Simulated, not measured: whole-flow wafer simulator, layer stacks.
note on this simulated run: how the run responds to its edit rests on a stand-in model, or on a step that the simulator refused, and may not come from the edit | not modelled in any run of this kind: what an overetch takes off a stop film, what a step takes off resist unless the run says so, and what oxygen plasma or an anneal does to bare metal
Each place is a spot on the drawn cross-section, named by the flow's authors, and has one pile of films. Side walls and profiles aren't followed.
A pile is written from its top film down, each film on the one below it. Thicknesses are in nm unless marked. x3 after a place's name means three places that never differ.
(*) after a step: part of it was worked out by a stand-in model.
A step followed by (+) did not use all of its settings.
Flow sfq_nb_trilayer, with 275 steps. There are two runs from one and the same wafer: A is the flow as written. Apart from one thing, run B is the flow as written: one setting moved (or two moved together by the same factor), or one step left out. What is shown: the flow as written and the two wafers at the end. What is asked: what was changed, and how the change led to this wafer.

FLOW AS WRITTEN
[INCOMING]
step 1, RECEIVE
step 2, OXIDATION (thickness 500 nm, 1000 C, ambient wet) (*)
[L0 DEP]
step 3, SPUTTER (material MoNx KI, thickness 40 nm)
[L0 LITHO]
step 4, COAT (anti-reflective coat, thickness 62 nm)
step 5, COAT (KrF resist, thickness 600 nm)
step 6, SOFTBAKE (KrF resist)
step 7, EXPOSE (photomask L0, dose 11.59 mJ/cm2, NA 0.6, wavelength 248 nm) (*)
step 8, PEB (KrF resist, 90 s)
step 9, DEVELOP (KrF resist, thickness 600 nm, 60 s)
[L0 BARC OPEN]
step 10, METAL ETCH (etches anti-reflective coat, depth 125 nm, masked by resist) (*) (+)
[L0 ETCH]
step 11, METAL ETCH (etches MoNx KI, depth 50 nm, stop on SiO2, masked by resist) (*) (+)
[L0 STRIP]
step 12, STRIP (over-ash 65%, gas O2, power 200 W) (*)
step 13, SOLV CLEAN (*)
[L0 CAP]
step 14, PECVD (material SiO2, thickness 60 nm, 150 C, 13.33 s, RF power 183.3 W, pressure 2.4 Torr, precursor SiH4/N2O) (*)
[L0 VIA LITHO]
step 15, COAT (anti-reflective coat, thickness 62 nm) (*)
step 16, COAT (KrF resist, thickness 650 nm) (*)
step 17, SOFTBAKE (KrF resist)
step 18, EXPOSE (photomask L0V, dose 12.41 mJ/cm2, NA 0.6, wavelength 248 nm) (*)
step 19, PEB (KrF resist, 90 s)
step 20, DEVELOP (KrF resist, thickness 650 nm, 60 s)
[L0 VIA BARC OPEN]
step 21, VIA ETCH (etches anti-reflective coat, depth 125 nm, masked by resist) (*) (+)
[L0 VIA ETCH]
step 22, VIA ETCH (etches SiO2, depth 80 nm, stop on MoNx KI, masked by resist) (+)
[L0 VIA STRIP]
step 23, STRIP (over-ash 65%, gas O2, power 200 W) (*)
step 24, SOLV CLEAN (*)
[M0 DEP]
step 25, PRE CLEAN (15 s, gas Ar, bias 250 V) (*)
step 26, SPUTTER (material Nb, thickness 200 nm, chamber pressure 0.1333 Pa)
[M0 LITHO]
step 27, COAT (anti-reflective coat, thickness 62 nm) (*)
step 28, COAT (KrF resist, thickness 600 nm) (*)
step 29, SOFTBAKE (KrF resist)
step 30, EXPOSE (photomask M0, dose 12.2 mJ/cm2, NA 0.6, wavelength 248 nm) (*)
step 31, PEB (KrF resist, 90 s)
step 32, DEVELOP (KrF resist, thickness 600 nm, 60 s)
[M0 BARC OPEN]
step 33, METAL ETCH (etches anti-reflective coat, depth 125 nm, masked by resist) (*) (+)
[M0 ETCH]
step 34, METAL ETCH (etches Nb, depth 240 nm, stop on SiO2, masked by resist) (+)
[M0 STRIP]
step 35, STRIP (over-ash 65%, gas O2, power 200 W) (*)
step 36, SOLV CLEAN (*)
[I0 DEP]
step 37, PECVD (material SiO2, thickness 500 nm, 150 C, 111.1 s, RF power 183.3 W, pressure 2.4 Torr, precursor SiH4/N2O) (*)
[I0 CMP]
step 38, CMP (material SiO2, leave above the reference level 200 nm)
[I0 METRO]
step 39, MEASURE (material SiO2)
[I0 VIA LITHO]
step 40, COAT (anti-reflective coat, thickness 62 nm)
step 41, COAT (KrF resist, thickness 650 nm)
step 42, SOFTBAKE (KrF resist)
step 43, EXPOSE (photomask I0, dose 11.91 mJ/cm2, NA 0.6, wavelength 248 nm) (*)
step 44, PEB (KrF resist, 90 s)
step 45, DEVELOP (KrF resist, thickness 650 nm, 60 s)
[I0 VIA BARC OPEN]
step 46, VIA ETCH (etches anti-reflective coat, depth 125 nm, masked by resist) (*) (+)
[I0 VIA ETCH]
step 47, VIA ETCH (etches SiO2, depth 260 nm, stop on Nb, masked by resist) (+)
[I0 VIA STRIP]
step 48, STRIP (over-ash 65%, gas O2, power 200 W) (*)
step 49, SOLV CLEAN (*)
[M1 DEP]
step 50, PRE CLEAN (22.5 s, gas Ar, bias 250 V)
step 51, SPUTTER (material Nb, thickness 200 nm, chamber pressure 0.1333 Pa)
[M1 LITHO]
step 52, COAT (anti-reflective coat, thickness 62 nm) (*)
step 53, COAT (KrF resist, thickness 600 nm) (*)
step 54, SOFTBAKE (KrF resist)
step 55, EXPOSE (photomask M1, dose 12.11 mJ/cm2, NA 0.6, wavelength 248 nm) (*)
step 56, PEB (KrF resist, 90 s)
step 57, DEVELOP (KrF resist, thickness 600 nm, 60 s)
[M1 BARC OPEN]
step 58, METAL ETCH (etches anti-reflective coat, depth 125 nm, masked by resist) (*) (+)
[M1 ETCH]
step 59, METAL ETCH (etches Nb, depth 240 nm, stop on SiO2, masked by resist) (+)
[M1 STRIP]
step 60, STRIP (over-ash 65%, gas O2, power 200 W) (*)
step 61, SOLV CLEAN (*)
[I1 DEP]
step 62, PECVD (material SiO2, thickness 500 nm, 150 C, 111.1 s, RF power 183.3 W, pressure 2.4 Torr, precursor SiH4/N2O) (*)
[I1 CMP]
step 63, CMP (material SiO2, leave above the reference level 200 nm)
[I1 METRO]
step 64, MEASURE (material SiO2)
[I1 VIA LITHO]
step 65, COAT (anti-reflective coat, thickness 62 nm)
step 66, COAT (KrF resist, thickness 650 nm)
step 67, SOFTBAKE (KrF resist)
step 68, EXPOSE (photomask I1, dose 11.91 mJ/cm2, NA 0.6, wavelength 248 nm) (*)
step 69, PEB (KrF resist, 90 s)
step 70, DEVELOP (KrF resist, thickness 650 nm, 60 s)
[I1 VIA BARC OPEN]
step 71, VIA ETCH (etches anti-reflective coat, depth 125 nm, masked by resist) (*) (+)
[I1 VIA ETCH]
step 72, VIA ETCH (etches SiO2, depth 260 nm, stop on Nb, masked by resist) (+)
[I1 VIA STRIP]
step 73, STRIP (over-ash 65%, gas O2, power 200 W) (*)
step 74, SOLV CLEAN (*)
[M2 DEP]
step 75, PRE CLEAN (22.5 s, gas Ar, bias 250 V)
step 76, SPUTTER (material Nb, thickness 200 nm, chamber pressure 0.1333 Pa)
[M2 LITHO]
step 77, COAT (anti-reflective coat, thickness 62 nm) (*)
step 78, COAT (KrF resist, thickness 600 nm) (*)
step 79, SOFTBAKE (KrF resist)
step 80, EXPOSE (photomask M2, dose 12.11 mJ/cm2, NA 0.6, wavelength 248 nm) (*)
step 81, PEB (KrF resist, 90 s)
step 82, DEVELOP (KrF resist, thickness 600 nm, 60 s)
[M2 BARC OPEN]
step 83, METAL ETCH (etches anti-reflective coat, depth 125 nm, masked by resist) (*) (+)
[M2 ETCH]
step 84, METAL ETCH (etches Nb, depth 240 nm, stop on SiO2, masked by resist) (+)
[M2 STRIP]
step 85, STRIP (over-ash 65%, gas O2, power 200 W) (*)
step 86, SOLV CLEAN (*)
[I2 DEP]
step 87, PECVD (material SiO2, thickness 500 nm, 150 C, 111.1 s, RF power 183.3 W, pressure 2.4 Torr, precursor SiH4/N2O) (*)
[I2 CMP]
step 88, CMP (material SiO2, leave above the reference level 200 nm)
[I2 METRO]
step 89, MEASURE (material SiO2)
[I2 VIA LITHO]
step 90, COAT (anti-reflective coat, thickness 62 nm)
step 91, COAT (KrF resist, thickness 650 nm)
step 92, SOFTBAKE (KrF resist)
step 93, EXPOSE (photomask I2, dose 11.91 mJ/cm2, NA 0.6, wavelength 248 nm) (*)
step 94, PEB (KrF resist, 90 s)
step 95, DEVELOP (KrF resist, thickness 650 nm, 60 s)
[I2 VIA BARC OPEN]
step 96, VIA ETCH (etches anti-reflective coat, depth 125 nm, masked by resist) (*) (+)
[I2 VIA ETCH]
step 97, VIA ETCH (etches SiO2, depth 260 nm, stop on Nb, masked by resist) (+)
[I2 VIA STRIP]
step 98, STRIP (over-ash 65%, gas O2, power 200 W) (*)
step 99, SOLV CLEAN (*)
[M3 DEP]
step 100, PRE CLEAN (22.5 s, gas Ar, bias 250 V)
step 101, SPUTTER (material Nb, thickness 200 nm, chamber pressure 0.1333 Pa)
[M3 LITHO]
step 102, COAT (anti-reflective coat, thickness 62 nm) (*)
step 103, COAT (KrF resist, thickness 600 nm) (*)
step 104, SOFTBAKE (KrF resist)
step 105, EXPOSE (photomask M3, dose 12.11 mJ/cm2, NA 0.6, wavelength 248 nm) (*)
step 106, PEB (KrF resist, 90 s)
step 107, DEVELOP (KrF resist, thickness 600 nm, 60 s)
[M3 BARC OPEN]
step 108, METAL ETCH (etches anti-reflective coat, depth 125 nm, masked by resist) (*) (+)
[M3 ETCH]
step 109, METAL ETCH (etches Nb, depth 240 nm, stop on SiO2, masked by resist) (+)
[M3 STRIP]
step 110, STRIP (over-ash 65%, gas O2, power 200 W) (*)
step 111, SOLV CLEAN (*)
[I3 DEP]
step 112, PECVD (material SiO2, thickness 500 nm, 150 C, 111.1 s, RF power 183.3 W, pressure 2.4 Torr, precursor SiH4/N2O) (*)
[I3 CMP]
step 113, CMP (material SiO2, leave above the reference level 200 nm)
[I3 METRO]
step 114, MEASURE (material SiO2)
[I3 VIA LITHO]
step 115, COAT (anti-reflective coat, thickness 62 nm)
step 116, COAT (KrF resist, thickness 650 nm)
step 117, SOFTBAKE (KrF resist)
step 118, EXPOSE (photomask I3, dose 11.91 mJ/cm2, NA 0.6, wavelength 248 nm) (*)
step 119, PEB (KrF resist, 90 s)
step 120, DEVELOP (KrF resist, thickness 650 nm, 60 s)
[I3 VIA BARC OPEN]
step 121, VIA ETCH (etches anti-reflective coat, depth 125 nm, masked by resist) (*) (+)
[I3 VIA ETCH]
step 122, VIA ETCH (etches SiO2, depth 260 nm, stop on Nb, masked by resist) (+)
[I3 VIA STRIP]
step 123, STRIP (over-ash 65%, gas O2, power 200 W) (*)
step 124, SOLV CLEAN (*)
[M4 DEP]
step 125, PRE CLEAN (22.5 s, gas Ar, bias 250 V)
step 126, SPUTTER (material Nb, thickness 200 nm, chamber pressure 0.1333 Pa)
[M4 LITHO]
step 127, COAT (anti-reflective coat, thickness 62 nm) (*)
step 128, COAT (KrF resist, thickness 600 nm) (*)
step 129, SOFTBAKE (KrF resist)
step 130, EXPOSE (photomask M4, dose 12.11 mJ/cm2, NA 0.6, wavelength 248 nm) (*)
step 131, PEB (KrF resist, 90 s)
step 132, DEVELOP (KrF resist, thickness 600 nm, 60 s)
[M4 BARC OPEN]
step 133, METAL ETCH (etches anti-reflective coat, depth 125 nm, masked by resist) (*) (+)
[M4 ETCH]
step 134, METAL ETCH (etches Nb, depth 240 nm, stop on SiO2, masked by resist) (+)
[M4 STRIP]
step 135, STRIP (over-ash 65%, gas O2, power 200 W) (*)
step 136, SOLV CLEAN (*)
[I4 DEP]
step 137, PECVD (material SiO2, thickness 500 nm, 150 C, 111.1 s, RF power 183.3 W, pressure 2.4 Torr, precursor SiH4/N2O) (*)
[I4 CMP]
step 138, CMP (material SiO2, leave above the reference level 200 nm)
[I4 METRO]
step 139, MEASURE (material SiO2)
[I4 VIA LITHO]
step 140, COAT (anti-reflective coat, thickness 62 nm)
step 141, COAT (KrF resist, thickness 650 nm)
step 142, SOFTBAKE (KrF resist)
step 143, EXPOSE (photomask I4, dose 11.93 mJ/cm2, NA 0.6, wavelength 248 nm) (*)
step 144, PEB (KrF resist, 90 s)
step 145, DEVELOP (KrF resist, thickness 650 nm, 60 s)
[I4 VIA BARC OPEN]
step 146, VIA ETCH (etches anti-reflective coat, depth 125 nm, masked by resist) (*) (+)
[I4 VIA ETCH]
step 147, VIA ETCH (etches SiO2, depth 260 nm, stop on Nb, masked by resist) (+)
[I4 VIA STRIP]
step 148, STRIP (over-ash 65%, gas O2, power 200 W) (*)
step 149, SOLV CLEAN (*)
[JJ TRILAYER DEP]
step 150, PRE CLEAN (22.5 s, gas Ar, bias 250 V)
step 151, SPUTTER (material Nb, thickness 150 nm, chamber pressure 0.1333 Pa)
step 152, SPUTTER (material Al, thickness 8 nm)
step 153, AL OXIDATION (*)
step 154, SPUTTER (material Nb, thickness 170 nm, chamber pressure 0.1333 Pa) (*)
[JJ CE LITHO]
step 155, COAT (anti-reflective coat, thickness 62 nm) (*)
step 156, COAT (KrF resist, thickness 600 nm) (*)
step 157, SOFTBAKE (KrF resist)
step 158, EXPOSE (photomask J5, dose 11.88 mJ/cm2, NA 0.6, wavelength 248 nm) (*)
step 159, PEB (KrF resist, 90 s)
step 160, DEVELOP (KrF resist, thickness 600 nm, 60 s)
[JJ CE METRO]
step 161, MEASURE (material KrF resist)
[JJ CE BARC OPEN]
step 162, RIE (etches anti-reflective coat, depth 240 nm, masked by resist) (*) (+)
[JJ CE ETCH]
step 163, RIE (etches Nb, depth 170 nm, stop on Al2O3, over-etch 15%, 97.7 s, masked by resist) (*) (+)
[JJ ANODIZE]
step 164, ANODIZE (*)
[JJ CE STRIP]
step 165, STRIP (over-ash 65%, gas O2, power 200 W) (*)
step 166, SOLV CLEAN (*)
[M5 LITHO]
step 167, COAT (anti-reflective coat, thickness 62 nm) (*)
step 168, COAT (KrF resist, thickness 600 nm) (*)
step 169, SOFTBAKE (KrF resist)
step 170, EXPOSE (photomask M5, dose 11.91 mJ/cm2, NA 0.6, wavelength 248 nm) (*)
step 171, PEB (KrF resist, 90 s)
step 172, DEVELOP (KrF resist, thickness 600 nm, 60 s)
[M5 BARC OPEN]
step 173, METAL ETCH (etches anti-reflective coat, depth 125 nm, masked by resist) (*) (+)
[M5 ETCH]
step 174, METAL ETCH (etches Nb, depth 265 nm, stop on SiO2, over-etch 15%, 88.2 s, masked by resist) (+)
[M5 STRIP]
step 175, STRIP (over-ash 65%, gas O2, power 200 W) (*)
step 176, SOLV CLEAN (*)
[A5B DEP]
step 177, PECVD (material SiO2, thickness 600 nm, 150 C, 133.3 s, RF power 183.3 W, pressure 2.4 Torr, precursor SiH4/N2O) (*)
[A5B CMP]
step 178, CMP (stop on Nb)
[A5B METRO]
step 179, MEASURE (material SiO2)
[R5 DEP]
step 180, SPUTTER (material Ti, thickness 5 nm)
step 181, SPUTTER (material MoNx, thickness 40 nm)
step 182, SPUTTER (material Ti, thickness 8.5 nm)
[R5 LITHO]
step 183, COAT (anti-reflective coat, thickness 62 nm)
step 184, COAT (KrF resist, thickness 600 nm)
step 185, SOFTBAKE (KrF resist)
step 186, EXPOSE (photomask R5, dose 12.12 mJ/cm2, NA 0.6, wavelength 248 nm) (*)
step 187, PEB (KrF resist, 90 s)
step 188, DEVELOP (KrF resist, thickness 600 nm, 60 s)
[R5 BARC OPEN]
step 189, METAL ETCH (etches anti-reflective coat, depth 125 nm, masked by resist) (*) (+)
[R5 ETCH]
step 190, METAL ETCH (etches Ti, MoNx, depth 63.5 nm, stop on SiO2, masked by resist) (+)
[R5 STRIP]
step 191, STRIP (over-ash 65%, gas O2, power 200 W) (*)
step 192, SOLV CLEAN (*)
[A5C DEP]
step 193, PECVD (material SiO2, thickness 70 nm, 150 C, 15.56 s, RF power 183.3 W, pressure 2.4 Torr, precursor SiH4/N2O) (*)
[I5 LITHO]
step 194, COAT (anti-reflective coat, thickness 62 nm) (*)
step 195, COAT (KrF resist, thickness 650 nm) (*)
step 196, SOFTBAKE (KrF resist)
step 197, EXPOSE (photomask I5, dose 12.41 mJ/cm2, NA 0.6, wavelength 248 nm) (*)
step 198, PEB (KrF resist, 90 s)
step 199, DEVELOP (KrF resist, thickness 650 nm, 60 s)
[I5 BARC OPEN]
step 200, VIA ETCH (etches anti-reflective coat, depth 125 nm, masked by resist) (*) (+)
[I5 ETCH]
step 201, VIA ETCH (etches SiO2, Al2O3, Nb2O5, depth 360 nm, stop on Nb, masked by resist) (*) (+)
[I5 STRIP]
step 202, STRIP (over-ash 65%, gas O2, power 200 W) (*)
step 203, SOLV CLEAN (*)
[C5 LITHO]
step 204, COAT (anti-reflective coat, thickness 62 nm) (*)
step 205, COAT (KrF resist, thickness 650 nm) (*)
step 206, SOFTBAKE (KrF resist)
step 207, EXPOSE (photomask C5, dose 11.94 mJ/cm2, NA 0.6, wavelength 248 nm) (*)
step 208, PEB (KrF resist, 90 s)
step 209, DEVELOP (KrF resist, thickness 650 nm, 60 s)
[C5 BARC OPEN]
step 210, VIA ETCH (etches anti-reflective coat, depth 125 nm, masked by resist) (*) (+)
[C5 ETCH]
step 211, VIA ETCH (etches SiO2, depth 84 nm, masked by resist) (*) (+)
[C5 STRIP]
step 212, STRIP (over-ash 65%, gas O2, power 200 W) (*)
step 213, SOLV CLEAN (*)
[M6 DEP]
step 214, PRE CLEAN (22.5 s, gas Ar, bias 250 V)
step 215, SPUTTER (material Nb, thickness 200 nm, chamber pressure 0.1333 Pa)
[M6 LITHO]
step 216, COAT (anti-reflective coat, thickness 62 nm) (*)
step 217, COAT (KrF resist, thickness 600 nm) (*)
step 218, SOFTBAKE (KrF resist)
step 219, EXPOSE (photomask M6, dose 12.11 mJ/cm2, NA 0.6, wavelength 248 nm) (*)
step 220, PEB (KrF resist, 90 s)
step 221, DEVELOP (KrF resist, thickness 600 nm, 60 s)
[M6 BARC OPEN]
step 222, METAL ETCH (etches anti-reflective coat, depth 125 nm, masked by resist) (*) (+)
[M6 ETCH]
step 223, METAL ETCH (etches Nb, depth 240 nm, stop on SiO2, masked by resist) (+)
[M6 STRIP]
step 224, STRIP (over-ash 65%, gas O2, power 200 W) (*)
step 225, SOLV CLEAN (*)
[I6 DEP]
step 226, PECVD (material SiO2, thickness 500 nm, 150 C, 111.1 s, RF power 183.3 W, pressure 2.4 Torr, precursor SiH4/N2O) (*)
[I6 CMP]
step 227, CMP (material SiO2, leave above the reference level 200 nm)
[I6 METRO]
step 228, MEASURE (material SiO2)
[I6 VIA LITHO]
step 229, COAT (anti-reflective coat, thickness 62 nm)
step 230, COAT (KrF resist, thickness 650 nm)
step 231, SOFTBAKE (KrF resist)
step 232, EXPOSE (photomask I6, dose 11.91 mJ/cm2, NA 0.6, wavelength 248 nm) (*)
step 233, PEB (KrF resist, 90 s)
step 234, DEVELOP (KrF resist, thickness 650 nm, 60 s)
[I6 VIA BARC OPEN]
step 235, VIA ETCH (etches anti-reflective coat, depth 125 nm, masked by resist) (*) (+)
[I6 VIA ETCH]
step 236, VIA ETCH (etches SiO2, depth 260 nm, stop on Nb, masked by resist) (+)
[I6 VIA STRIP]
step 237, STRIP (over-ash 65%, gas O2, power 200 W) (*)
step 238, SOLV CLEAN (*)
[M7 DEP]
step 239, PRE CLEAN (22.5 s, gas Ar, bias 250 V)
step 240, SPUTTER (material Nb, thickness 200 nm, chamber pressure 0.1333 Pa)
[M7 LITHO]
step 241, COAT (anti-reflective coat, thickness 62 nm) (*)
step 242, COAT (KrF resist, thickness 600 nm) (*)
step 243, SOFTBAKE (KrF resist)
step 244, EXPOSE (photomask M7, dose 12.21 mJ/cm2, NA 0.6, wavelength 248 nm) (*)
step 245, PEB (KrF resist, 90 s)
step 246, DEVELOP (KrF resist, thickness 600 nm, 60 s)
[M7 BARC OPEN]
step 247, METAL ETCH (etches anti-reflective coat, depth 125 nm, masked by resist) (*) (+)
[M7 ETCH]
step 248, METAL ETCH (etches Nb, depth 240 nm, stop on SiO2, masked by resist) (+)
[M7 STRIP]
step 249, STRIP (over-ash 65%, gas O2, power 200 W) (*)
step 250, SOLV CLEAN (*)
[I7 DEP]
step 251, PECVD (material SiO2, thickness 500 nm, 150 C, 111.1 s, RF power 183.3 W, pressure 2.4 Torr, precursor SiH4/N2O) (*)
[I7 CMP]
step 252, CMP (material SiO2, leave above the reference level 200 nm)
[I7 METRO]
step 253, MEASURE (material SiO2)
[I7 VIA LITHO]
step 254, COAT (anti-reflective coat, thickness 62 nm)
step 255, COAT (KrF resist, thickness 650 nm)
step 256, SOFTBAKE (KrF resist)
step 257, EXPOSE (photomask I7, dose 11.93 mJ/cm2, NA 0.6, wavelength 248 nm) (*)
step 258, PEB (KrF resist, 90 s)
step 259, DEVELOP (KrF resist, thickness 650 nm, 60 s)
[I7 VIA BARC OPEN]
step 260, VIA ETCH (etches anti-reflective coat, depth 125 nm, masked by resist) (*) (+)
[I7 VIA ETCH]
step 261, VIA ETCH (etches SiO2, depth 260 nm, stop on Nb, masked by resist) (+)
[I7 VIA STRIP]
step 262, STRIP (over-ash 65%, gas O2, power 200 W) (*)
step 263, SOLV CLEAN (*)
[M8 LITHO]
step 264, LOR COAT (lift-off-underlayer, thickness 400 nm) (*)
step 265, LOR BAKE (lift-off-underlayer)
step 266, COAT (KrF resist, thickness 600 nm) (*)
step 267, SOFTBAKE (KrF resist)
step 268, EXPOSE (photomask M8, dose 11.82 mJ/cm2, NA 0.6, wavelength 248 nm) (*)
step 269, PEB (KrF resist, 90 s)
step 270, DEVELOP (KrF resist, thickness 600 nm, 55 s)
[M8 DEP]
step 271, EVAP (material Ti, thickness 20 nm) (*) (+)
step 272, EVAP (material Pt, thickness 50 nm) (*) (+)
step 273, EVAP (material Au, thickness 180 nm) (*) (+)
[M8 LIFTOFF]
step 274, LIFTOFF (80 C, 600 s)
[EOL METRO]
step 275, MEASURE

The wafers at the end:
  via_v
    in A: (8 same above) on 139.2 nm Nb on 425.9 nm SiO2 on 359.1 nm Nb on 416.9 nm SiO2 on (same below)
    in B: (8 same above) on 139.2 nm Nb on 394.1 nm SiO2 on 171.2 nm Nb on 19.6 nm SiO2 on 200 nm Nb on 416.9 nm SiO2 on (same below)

What caused this: step 122, VIA ETCH: depth 172.7 nm was run, while the flow as written has depth 260 nm.

The path from the change to this, step by step:
  step 122, VIA ETCH (etches SiO2, depth 260 nm, stop on Nb, masked by resist) (+)
      via_v: A -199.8 SiO2 (all of it) | B -172.7 SiO2
      field_l, v_sur, via_wl and 102 more: A -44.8 KrF resist | B -29.8 KrF resist
  step 123, STRIP (over-ash 65%, gas O2, power 200 W) (*)
      field_l, v_sur, via_wl and 102 more: A -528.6 KrF resist (all of it), -62 anti-reflective coat (all of it) | B -543.7 KrF resist (all of it), -62 anti-reflective coat (all of it)
  step 125, PRE CLEAN (22.5 s, gas Ar, bias 250 V)
      via_v: A -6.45 Nb | B -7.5 SiO2
  step 126, SPUTTER (material Nb, thickness 200 nm, chamber pressure 0.1333 Pa)
      via_v: A +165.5 Nb | B +171.2 Nb (new film)
  step 127, COAT (anti-reflective coat, thickness 62 nm) (*)
      via_v: A +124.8 anti-reflective coat (new film) | B +113 anti-reflective coat (new film)
      wire: A +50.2 anti-reflective coat (new film) | B +49.1 anti-reflective coat (new film)
  step 128, COAT (KrF resist, thickness 600 nm) (*)
      via_v: A +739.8 KrF resist (new film) | B +722.5 KrF resist (new film)
  step 135, STRIP (over-ash 65%, gas O2, power 200 W) (*)
      via_v: A -521.8 KrF resist (all of it), -124.8 anti-reflective coat (all of it) | B -504.6 KrF resist (all of it), -113 anti-reflective coat (all of it)
      wire: A -374.5 KrF resist (all of it), -50.2 anti-reflective coat (all of it) | B -377.1 KrF resist (all of it), -49.1 anti-reflective coat (all of it)
  step 137, PECVD (material SiO2, thickness 500 nm, 150 C, 111.1 s, RF power 183.3 W, pressure 2.4 Torr, precursor SiH4/N2O) (*)
      via_v: A +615 SiO2 (new film) | B +558.7 SiO2 (new film)
  step 138, CMP (material SiO2, leave above the reference level 200 nm)
      via_v: A -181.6 SiO2 | B -157.1 SiO2
Taking metal films that touch as one body, via_v has 7 bodies (between them, from the top down: SiO2 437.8; SiO2 209 / Al2O3 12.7 / Nb2O5 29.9; SiO2 394.1; SiO2 19.6; SiO2 416.9; SiO2 192.5); the flow as written gives 6 bodies (between them, from the top down: SiO2 437.8; SiO2 209 / Al2O3 12.7 / Nb2O5 29.9; SiO2 425.9; SiO2 416.9; SiO2 192.5).
